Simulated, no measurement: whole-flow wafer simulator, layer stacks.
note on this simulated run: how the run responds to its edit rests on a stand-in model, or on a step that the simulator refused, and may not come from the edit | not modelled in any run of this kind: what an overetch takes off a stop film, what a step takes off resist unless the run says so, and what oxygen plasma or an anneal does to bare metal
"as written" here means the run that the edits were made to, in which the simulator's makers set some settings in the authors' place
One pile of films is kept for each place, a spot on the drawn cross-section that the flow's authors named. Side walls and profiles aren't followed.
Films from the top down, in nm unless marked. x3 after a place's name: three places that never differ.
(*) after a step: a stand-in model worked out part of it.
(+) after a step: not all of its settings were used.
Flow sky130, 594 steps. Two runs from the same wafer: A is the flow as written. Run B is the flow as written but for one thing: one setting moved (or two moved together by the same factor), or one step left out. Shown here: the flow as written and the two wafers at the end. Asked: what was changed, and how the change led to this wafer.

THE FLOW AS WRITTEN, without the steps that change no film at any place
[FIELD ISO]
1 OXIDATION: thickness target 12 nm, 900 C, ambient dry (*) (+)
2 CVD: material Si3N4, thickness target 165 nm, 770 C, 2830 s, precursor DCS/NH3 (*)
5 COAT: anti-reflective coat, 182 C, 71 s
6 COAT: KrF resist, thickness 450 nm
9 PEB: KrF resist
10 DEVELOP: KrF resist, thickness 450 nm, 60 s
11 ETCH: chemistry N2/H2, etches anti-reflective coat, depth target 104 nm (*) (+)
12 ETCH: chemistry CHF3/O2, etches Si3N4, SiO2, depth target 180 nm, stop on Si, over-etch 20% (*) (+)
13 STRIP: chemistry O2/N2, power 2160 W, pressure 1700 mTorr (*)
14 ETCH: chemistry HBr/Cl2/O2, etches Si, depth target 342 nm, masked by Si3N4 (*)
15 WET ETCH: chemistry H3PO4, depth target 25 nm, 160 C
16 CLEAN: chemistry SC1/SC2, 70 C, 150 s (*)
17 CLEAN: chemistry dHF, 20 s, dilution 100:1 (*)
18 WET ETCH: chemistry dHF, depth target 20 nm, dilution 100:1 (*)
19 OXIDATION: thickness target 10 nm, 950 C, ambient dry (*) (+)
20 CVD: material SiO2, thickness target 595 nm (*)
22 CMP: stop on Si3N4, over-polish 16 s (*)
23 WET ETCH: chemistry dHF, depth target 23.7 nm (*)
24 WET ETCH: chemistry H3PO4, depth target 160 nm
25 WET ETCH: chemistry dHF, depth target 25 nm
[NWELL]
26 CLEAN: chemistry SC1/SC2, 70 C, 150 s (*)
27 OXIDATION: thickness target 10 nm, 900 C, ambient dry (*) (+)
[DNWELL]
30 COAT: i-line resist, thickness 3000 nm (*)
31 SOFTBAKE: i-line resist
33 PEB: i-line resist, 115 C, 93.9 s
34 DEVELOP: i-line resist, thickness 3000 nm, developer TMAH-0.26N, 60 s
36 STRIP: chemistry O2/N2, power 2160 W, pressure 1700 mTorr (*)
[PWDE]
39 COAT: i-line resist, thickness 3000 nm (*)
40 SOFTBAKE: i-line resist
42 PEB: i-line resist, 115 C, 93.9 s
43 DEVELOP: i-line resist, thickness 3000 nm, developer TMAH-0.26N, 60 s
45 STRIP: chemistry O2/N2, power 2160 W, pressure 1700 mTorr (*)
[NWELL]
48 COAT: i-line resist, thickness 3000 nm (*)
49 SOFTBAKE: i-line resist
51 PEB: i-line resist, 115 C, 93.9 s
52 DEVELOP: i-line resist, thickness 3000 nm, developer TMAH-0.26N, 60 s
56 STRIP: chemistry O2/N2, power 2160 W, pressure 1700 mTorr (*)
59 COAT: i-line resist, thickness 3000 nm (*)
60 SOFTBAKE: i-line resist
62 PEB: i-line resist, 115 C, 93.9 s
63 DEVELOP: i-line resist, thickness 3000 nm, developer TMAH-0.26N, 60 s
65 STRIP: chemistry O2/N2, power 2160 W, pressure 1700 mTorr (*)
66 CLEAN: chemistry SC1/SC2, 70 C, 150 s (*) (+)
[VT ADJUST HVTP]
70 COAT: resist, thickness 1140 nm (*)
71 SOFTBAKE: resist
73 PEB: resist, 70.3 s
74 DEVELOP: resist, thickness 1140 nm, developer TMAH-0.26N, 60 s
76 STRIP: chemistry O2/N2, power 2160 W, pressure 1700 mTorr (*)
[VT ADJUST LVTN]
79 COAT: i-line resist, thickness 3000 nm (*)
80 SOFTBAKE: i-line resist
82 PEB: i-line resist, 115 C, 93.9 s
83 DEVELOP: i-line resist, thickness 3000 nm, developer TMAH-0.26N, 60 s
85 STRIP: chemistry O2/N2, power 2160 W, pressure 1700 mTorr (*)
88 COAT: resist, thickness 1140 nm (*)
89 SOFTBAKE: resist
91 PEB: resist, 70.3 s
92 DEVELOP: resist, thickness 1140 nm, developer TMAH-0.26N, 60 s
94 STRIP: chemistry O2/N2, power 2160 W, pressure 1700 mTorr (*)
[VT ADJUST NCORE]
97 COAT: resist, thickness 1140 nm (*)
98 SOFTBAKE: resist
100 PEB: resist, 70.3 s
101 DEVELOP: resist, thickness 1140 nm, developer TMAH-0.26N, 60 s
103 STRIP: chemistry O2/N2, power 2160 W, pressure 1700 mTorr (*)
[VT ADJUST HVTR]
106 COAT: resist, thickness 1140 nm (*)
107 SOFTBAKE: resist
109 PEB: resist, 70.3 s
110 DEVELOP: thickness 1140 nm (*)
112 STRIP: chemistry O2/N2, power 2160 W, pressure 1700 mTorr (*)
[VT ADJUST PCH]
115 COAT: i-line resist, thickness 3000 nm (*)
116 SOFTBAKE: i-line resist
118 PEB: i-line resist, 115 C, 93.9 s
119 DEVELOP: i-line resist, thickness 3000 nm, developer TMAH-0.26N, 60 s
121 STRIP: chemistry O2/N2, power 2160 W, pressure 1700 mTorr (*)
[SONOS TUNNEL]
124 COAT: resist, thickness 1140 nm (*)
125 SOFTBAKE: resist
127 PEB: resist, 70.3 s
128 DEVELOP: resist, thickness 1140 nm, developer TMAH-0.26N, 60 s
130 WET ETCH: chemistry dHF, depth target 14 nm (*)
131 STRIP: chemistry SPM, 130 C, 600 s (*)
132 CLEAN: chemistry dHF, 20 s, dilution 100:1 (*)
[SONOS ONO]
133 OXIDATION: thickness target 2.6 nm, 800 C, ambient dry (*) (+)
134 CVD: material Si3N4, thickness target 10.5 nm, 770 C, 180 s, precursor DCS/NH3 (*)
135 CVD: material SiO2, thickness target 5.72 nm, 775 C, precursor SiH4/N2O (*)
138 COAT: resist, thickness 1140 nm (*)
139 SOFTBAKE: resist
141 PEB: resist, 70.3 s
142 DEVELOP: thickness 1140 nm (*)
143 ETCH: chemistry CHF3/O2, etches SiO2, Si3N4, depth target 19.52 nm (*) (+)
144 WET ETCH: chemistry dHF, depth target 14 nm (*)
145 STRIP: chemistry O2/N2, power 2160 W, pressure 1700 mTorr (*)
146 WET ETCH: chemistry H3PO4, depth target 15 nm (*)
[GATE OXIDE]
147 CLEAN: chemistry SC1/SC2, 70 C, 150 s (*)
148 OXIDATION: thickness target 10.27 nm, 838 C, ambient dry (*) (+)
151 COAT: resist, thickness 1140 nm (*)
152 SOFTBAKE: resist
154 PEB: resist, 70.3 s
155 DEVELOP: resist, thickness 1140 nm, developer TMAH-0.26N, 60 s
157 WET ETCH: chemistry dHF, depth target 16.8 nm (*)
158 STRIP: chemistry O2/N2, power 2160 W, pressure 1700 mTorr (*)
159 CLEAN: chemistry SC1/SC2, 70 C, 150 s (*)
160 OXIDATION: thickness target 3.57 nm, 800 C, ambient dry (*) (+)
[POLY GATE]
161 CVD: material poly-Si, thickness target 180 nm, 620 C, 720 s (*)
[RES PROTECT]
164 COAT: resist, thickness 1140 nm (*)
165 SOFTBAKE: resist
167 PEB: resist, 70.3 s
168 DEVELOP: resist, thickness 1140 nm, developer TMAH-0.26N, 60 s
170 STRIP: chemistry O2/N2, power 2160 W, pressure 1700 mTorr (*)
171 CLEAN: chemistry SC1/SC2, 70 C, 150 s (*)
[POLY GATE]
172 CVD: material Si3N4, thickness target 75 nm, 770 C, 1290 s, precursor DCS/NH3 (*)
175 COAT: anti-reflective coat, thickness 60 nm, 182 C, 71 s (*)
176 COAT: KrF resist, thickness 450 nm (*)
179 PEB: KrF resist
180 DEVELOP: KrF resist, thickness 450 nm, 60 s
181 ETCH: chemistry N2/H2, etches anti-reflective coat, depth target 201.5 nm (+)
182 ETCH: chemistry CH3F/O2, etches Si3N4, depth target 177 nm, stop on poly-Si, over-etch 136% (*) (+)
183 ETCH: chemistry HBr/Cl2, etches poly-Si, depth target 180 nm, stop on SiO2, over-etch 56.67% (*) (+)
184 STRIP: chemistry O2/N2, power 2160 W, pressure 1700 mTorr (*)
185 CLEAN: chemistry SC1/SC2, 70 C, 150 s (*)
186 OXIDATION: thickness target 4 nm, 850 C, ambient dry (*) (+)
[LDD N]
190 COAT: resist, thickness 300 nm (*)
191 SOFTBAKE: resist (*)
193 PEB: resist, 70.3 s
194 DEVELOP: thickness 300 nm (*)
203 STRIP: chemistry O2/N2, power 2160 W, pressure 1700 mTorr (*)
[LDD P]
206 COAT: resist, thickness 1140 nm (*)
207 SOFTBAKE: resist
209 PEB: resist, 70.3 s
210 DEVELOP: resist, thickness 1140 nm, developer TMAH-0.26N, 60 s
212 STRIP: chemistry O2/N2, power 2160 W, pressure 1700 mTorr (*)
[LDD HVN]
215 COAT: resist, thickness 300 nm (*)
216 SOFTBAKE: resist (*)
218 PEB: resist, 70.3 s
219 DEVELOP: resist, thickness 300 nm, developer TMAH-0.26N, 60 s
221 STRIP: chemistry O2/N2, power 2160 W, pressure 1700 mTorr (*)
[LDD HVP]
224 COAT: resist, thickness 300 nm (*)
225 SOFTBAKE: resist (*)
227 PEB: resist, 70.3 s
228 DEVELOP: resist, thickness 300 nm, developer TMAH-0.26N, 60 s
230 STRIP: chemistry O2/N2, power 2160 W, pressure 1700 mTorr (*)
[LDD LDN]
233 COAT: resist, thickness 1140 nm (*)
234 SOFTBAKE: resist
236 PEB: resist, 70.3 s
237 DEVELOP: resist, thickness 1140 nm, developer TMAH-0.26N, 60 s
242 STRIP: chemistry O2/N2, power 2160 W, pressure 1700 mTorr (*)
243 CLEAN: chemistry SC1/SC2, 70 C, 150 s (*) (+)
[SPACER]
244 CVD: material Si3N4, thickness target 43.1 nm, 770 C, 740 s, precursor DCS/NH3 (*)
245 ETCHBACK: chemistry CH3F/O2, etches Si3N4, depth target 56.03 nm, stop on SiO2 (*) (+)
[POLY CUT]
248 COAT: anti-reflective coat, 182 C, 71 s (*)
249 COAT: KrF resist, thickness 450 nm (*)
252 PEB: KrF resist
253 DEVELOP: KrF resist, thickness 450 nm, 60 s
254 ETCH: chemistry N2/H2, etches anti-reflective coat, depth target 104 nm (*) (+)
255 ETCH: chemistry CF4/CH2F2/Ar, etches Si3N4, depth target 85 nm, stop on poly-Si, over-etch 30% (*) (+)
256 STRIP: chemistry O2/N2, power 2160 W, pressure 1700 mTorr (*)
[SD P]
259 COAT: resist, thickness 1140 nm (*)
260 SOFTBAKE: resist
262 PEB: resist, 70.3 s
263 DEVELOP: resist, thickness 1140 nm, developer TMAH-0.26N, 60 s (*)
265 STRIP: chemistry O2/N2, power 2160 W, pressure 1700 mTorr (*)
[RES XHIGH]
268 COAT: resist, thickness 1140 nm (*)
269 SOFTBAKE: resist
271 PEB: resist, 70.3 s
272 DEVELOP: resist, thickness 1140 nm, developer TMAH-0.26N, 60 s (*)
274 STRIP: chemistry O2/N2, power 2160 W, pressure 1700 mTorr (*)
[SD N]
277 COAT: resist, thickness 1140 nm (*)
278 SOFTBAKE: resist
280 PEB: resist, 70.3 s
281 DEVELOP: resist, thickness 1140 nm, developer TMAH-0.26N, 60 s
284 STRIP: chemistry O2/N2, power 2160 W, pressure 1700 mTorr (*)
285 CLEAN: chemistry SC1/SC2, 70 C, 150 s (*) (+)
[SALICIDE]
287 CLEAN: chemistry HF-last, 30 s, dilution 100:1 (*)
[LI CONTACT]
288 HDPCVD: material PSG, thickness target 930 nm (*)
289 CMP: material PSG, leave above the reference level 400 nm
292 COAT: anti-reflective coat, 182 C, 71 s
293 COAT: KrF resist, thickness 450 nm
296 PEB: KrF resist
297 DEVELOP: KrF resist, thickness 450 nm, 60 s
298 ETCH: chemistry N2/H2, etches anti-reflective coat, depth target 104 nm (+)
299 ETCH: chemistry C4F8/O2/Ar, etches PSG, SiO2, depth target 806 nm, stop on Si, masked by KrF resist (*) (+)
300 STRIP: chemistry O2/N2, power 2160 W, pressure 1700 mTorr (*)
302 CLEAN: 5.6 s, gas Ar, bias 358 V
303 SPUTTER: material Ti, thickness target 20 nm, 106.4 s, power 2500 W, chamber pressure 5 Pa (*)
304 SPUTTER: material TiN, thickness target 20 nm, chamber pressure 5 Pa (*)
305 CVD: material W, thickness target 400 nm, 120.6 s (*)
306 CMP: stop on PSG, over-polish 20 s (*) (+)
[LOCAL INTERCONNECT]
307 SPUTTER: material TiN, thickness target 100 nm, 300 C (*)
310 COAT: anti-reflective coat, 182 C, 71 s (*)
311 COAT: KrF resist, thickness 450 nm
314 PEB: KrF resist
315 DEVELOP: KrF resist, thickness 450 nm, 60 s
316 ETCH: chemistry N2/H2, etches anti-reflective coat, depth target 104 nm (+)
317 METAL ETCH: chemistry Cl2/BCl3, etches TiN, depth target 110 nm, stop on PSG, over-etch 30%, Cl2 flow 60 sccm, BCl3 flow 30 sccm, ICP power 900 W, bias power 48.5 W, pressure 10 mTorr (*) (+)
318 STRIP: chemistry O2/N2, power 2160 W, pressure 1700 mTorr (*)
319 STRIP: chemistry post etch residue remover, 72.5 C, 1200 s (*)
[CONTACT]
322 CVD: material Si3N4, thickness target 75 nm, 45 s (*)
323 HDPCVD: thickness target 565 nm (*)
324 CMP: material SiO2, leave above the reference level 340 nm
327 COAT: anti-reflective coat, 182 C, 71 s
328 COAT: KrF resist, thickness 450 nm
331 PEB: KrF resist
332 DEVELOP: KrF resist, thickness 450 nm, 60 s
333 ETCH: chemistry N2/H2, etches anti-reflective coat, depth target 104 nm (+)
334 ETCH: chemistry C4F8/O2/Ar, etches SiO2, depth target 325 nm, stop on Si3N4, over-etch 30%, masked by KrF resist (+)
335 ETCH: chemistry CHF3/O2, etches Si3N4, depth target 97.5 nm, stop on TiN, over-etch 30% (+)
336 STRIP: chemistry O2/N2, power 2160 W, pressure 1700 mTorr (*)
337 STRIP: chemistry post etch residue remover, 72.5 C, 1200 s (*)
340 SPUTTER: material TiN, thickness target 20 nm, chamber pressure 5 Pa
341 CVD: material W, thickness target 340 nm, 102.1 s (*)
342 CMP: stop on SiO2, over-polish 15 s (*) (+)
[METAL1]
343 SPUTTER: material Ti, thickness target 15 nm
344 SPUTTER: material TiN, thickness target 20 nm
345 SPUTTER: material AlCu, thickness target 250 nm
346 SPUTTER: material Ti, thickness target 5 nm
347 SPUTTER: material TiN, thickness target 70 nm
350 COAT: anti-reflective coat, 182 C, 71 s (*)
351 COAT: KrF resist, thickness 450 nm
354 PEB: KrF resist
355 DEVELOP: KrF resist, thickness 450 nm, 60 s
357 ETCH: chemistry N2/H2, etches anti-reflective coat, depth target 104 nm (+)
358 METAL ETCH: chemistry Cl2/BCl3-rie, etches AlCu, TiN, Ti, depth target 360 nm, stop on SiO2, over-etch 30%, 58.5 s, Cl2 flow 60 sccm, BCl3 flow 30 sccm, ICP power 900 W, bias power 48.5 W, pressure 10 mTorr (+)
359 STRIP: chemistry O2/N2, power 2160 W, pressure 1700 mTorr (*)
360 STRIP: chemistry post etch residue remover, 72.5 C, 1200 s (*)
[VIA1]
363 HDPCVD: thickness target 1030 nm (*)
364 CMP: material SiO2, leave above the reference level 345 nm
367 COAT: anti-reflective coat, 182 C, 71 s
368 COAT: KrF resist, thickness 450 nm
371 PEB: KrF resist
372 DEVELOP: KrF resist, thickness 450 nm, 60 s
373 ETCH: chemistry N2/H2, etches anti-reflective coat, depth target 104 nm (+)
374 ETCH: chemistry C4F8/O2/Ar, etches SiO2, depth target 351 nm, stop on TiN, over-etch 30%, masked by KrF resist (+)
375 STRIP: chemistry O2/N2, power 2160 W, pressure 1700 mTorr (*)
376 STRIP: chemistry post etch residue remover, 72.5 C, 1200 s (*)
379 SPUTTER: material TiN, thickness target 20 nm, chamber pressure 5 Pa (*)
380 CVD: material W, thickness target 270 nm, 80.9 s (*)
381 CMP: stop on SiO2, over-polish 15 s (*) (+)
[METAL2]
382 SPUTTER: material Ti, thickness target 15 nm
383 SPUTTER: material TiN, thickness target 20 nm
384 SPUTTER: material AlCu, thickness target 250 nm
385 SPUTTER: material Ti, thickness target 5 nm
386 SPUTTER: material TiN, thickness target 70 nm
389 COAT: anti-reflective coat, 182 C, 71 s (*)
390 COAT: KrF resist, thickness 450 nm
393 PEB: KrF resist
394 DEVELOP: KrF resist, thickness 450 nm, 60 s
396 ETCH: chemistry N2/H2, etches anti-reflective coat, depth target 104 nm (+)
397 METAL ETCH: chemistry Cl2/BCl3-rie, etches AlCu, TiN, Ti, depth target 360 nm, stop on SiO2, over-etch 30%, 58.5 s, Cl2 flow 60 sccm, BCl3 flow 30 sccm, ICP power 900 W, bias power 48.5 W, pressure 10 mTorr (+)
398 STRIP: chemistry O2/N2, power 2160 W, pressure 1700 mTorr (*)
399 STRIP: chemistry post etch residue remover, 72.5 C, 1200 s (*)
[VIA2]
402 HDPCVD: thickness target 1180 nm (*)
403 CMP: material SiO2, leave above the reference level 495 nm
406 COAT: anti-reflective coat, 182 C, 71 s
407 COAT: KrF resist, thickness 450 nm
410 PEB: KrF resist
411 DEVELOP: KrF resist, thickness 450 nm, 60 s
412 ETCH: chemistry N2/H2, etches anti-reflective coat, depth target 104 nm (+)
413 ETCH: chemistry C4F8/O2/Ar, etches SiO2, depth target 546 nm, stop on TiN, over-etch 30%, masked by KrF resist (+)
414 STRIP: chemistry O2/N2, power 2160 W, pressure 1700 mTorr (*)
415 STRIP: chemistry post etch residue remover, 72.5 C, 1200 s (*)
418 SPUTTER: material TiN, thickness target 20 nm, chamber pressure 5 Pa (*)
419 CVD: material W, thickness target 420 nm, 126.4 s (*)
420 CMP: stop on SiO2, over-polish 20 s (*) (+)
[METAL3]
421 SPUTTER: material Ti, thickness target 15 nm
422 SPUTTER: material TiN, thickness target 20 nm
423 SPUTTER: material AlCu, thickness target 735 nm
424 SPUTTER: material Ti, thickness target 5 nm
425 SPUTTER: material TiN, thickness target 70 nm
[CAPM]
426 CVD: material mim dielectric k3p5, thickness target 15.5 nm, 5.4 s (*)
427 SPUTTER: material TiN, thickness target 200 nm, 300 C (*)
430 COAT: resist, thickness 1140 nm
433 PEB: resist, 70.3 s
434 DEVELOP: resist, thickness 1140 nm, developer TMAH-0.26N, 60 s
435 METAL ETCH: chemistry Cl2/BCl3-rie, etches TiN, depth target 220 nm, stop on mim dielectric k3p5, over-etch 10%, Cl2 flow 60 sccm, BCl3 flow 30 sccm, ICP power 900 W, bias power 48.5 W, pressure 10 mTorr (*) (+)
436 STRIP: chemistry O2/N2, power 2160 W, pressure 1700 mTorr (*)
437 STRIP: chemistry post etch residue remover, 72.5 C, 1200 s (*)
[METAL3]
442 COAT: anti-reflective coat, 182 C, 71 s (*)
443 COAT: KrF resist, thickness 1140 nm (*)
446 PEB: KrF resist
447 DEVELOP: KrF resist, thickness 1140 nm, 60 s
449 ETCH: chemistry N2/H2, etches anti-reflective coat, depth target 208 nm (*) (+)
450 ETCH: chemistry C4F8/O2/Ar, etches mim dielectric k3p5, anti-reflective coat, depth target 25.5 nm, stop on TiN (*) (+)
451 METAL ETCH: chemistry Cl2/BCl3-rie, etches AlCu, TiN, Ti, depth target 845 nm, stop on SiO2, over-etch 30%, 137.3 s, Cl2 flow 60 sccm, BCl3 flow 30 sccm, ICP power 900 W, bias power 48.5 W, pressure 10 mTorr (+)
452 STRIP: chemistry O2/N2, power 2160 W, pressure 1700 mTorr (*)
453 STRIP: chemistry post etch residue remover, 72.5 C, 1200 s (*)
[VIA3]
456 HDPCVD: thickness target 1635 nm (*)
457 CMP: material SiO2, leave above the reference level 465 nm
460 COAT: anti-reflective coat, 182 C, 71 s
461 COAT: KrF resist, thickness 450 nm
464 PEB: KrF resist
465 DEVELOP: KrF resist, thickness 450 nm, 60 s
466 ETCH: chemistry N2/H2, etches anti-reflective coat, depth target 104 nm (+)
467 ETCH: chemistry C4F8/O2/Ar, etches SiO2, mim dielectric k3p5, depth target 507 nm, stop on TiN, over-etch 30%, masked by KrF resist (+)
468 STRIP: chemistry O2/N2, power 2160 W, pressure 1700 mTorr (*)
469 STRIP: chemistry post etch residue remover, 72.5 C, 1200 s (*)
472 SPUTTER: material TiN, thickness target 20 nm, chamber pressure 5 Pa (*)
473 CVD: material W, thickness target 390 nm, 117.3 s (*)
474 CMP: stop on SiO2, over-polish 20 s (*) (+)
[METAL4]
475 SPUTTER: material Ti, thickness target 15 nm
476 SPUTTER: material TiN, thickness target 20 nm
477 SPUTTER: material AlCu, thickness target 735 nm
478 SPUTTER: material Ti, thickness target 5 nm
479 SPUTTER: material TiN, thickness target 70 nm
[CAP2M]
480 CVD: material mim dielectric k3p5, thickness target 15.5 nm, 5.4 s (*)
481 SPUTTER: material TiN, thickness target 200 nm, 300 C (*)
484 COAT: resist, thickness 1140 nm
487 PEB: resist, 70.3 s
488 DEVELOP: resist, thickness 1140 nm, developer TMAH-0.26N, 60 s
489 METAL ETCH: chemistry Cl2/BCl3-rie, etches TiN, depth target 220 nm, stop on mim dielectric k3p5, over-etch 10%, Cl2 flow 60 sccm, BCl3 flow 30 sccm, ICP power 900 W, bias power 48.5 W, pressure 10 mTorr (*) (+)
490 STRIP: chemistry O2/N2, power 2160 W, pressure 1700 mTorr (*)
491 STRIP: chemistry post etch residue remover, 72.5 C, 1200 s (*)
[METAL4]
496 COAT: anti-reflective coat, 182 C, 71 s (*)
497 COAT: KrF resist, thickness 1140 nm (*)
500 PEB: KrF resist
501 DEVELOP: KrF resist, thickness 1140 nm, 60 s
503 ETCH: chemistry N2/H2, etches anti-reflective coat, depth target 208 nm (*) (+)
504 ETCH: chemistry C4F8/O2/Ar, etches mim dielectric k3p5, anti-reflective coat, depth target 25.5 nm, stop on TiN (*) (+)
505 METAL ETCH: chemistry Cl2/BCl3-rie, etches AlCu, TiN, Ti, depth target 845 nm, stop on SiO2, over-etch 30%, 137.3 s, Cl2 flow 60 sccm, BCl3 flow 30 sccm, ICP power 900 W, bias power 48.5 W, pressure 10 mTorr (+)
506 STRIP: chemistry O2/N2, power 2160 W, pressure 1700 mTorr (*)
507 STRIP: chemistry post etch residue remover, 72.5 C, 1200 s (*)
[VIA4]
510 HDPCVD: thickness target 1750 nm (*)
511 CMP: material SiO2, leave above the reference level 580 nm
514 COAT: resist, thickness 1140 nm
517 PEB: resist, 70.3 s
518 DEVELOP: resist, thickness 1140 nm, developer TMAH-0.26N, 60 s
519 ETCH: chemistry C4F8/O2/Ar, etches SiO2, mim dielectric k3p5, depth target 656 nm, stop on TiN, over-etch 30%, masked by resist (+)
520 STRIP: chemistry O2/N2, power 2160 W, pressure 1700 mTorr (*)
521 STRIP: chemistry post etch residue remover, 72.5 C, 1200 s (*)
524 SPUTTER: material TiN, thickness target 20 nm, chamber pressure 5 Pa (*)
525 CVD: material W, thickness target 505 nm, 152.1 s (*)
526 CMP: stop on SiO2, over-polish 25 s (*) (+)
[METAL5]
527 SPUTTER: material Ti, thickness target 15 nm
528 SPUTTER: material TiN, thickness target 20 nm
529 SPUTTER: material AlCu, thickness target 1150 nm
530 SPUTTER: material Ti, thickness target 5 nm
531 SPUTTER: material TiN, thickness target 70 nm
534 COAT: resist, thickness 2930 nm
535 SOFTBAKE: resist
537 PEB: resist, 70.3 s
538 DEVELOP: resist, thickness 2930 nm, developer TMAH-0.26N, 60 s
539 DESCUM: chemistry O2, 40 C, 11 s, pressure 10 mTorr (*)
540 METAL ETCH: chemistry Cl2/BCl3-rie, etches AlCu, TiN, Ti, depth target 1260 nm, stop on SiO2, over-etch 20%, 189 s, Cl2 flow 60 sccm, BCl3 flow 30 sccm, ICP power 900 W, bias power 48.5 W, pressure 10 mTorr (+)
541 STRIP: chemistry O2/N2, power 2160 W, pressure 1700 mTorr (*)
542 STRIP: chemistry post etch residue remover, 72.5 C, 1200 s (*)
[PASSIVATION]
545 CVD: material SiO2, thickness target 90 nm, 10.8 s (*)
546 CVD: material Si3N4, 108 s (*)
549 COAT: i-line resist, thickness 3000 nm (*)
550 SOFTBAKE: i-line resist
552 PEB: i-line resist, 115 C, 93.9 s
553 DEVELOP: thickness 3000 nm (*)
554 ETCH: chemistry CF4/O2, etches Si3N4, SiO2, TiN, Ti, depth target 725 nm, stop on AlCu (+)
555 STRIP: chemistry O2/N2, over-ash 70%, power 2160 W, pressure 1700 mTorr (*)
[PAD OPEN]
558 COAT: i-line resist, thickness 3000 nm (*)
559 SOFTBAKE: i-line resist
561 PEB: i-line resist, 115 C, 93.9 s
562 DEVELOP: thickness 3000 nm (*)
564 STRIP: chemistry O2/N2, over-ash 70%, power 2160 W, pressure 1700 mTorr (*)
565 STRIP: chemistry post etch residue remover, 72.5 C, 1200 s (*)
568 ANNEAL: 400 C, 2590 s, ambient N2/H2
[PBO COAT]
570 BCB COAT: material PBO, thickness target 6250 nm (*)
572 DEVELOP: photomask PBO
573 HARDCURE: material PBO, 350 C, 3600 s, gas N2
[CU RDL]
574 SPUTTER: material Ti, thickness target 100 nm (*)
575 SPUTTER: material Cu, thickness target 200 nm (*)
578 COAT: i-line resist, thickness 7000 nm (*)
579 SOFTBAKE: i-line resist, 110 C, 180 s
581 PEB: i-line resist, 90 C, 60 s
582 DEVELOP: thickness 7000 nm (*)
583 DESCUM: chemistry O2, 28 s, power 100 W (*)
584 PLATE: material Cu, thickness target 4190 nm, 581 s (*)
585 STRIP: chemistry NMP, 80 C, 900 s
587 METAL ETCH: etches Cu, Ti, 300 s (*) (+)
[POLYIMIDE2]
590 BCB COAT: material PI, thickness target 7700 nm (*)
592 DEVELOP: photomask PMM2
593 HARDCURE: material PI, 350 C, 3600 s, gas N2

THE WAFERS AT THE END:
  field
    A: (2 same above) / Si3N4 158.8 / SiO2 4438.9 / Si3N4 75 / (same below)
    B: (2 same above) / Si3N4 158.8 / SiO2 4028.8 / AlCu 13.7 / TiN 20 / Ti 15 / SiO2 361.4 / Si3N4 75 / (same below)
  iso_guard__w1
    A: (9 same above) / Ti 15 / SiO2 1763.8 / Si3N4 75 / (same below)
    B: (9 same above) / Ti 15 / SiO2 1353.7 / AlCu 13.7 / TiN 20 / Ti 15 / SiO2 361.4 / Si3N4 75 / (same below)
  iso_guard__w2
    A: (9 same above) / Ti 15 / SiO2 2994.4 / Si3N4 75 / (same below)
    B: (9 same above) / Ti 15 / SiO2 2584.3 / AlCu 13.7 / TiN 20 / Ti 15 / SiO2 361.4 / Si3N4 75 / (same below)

The cause: step 358, METAL ETCH: depth target 234 nm was run, where the flow has depth target 360 nm; step 358, METAL ETCH: 38 s was run, where the flow has 58.5 s.

How the change led to this, step by step:
  358 METAL ETCH: chemistry Cl2/BCl3-rie, etches AlCu, TiN, Ti, depth target 360 nm, stop on SiO2, over-etch 30%, 58.5 s, Cl2 flow 60 sccm, BCl3 flow 30 sccm, ICP power 900 W, bias power 48.5 W, pressure 10 mTorr (+)
      field, active, gate and 81 more: A TiN -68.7 (all of it), Ti -5 (all of it), AlCu -250 (all of it), TiN -20 (all of it), Ti -15 (all of it), SiO2 -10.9 | B TiN -68.7 (all of it), Ti -5 (all of it), AlCu -230.5
      n_well, p_well, gate_hv and 104 more: A KrF resist -234 | B KrF resist -152.1
  359 STRIP: chemistry O2/N2, power 2160 W, pressure 1700 mTorr (*)
      n_well, p_well, gate_hv and 100 more: A KrF resist -143.8 (all of it), anti-reflective coat -80 (all of it) | B KrF resist -225.7 (all of it), anti-reflective coat -80 (all of it)
      poly_licon, ndiff_licon, ndiff_licon_cpp, rpo_hd_licon: A KrF resist -143.9 (all of it), anti-reflective coat -80.5 (all of it) | B KrF resist -225.8 (all of it), anti-reflective coat -80.5 (all of it)
  360 STRIP: chemistry post etch residue remover, 72.5 C, 1200 s (*)
      field, active, gate and 81 more: A nothing | B AlCu -5.72
  363 HDPCVD: thickness target 1030 nm (*)
      field, active, gate and 81 more: A SiO2 +1030 | B SiO2 +1030 (new film)
  364 CMP: material SiO2, leave above the reference level 345 nm
      field, active, gate and 81 more: A SiO2 -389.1 | B SiO2 -448.7
Counting metal films that touch as one body, field has 1 body; the flow as written gives 0 bodies.
Counting metal films that touch as one body, iso_guard__w1 has 2 bodies (between them, from the top down: SiO2 1353.7); the flow as written gives 1 body.
Counting metal films that touch as one body, iso_guard__w2 has 2 bodies (between them, from the top down: SiO2 2584.3); the flow as written gives 1 body.
